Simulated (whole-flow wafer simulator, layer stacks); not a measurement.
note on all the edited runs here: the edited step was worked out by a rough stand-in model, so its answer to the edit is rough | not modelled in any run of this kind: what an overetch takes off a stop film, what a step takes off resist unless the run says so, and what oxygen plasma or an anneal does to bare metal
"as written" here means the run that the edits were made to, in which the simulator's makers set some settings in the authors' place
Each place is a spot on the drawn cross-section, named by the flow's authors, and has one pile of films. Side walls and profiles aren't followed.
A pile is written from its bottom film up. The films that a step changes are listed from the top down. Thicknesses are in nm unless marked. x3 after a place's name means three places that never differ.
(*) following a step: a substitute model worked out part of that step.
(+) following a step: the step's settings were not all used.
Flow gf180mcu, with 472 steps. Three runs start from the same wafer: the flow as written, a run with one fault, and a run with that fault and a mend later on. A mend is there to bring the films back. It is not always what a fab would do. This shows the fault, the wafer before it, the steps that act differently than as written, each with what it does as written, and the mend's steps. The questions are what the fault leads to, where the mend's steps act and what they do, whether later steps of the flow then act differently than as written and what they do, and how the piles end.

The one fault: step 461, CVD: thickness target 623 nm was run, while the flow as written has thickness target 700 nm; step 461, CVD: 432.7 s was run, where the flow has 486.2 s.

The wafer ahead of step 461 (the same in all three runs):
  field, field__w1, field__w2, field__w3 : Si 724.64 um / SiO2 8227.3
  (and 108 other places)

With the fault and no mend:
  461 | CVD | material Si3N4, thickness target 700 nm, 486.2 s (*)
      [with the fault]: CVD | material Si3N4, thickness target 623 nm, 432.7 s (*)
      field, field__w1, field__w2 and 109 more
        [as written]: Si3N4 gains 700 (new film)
        [with the fault]: Si3N4 gains 623 (new film)
  Later steps of the flow acting differently than as written (5 more steps, not shown, differ only slightly: by at most 2% or 0.5 nm, whichever is larger):
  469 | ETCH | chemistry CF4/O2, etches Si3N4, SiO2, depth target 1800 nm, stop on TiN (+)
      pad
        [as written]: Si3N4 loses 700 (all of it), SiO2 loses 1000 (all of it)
        [with the fault]: Si3N4 loses 623 (all of it), SiO2 loses 1000 (all of it)
  The piles end different from the flow's at field, field__w1, field__w2 and 108 more by more than 2% or 0.5 nm, whichever is larger.
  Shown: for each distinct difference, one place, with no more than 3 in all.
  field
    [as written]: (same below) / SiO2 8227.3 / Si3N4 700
    [with the fault]: (same below) / SiO2 8227.3 / Si3N4 623
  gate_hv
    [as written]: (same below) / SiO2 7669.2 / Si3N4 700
    [with the fault]: (same below) / SiO2 7669.2 / Si3N4 623
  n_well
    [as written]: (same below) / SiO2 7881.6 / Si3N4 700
    [with the fault]: (same below) / SiO2 7881.6 / Si3N4 623

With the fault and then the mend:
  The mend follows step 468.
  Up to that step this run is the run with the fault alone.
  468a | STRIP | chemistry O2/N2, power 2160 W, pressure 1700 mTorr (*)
      iso_ptap_pw, iso_ntap_nw, iso_nw_fld and 33 more
        i-line resist loses 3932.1 (all of it)
      p_well, sti, spacer, sd_n, mim_1p0, dice_street
        i-line resist loses 3938.2 (all of it)
      field__w2, field__w3, field__w12
        i-line resist loses 3986.1 (all of it)
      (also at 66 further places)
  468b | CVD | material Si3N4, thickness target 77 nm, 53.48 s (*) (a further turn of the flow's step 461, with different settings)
      field, field__w1, field__w2 and 109 more
        Si3N4 gains 77.1
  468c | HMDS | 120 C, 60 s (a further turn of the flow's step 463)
      alters no film at any place that is followed
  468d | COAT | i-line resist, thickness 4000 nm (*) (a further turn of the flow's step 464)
      iso_ptap_pw, iso_ntap_nw, iso_nw_fld and 33 more
        i-line resist gains 4000 (new film)
      p_well, sti, spacer, sd_n, mim_1p0, dice_street
        i-line resist gains 4006.3 (new film)
      field__w5, field__w9, field__w11, gate_p_hv, nplus_u
        i-line resist gains 4017 (new film)
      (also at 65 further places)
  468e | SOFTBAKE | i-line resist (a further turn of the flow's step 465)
      field__w2, field_sub__w3, field_sub__w4
        i-line resist gains 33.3
      field__w11, field__w13, ppoly_u
        i-line resist gains 37.5
      field__w6, field_sub
        i-line resist gains 32.7
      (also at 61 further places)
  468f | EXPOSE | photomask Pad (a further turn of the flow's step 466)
      alters no film at any place that is followed
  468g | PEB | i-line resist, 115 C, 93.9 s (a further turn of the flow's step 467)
      iso_ptap_pw, iso_ntap_nw, iso_nw_fld and 33 more
        i-line resist loses 67.9
      field, field__w2, field__w3 and 25 more
        i-line resist loses 68.8
      field_sub, field_sub__w1, field_sub__w2 and 23 more
        i-line resist loses 68.7
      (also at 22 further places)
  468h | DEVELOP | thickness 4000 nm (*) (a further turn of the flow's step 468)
      field__w12, field_sub__w1, field_sub__w3 and 21 more
        i-line resist loses 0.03
      pad
        i-line resist loses 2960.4 (all of it)
  Every later step of the flow that is run acts as written, at every place that is followed, to within 2% or 0.5 nm, whichever is larger.
  At the end the piles are close to the flow's at the places that both follow, differing by at most 2% or 0.5 nm, whichever is larger.
